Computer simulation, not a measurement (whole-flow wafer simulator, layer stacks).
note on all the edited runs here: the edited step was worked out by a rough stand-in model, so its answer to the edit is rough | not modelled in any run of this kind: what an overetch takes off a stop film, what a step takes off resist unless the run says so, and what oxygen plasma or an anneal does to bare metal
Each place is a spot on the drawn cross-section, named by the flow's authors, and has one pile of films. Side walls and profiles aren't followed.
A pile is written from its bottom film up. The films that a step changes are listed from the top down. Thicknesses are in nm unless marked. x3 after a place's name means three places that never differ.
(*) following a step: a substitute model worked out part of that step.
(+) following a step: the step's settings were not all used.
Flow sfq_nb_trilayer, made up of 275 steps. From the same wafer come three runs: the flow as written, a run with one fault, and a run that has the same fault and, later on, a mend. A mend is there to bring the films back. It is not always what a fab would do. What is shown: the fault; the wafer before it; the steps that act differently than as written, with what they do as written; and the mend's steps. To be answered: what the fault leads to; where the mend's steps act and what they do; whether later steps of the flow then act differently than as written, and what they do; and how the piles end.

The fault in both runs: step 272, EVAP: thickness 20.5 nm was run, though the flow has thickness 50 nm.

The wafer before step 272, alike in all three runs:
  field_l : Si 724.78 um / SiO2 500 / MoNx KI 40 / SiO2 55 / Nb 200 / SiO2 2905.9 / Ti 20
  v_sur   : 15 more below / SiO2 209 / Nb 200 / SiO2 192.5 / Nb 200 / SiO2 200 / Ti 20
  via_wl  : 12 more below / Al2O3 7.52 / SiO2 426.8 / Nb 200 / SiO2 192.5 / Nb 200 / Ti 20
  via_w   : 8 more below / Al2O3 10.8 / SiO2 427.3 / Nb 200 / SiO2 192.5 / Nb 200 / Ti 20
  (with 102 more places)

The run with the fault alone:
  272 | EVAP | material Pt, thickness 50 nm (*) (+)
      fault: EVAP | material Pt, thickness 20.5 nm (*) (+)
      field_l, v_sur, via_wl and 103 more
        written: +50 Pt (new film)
        fault: +20.5 Pt (new film)
  Steps later in the flow that act otherwise than as written:
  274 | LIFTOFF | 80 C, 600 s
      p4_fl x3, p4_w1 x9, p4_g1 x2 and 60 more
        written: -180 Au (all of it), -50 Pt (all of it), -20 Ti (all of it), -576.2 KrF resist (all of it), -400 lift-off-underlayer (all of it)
        fault: -180 Au (all of it), -20.5 Pt (all of it), -20 Ti (all of it), -576.2 KrF resist (all of it), -400 lift-off-underlayer (all of it)
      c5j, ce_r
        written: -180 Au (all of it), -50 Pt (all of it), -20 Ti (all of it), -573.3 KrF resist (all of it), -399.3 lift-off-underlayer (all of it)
        fault: -180 Au (all of it), -20.5 Pt (all of it), -20 Ti (all of it), -573.3 KrF resist (all of it), -399.3 lift-off-underlayer (all of it)
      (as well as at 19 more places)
  By the end, the piles at field_l, v_sur, via_wl and 8 more depart from the flow's by more than 2% or 0.5 nm, whichever is larger.
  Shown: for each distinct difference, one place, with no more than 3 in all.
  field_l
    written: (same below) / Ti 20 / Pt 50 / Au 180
    fault: (same below) / Ti 20 / Pt 20.5 / Au 180

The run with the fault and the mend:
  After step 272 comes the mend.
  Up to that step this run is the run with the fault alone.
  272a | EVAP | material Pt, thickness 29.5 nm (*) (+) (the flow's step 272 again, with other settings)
      field_l, v_sur, via_wl and 103 more
        +29.5 Pt
  None of the later steps of the flow acts differently than as written at any place that is followed.
  The piles end the same as the flow's at every place that both follow.
